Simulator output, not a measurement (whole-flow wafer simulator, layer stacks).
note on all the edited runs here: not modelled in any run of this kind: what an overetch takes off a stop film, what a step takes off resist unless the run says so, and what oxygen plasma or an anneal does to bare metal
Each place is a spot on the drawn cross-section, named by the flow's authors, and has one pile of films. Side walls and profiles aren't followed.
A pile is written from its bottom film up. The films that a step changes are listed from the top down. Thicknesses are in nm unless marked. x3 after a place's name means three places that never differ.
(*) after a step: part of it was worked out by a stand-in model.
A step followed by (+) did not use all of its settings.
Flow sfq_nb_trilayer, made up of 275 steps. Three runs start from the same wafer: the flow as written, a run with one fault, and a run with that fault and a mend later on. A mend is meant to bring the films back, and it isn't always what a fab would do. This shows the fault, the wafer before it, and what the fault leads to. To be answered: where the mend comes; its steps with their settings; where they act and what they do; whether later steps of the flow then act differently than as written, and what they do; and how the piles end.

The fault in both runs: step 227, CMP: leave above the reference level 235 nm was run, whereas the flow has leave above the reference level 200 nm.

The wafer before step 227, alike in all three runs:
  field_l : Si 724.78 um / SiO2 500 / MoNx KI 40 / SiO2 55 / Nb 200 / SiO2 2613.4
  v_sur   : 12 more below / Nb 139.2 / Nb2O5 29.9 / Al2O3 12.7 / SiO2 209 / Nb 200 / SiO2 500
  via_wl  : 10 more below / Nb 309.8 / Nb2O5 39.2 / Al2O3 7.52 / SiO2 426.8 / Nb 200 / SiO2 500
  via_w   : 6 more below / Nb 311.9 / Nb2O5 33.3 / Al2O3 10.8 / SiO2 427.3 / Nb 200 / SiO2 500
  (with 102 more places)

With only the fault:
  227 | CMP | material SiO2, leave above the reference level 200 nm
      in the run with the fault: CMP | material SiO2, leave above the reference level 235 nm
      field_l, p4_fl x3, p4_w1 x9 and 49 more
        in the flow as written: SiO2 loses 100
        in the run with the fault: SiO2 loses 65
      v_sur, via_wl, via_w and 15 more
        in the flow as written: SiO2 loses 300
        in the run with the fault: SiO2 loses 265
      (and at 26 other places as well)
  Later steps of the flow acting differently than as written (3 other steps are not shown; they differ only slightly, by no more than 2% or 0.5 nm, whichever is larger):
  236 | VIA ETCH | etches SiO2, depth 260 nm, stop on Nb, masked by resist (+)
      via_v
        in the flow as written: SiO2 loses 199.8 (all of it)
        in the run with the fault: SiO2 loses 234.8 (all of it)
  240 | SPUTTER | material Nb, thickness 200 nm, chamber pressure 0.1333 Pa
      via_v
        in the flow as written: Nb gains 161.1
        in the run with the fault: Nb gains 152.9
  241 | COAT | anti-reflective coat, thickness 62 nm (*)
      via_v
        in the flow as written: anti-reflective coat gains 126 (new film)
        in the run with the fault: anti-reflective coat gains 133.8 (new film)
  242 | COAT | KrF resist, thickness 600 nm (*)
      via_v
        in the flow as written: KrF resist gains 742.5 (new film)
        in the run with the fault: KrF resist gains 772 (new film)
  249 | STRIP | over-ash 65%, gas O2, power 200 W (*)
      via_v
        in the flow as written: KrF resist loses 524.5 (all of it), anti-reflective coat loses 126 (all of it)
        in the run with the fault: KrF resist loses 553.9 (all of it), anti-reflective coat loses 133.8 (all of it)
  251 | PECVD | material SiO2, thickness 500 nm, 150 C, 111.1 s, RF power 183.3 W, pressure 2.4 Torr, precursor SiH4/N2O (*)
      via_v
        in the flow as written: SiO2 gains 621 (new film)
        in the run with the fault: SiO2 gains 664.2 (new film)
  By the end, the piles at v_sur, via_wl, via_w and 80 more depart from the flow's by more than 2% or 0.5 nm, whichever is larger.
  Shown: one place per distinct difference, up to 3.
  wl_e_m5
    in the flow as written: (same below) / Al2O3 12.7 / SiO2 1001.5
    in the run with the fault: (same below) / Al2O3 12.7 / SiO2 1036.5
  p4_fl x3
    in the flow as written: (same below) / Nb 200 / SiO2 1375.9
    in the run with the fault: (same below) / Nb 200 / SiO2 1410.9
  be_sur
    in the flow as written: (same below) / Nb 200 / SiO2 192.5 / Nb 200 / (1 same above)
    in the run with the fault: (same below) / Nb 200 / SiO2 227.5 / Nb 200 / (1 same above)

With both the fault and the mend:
  After step 234 comes the mend.
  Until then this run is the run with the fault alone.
  234a | STRIP | over-ash 65%, gas O2, power 200 W (*)
      field_l, v_sur, via_wl and 102 more
        KrF resist loses 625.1 (all of it), anti-reflective coat loses 62 (all of it)
      via_v
        anti-reflective coat loses 62 (all of it)
  234b | CMP | material SiO2, leave above the reference level 200 nm (the flow's step 227 again)
      field_l, v_sur, via_wl and 103 more
        SiO2 loses 35
  234c | COAT | anti-reflective coat, thickness 62 nm (the flow's step 229 again)
      field_l, v_sur, via_wl and 103 more
        anti-reflective coat gains 62 (new film)
  234d | COAT | KrF resist, thickness 650 nm (the flow's step 230 again)
      field_l, v_sur, via_wl and 103 more
        KrF resist gains 650 (new film)
  234e | SOFTBAKE | KrF resist (the flow's step 231 again)
      alters no film at any place that is followed
  234f | EXPOSE | photomask I6, dose 11.91 mJ/cm2, NA 0.6, wavelength 248 nm (*) (the flow's step 232 again)
      alters no film at any place that is followed
  234g | PEB | KrF resist, 90 s (the flow's step 233 again)
      field_l, v_sur, via_wl and 103 more
        KrF resist loses 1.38
  234h | DEVELOP | KrF resist, thickness 650 nm, 60 s (the flow's step 234 again)
      field_l, v_sur, via_wl and 102 more
        KrF resist loses 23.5
      via_v
        KrF resist loses 648.6 (all of it)
  Every later step of the flow that is run acts as written at every place that is followed.
  At every place that both follow, the piles at the end match the flow's.
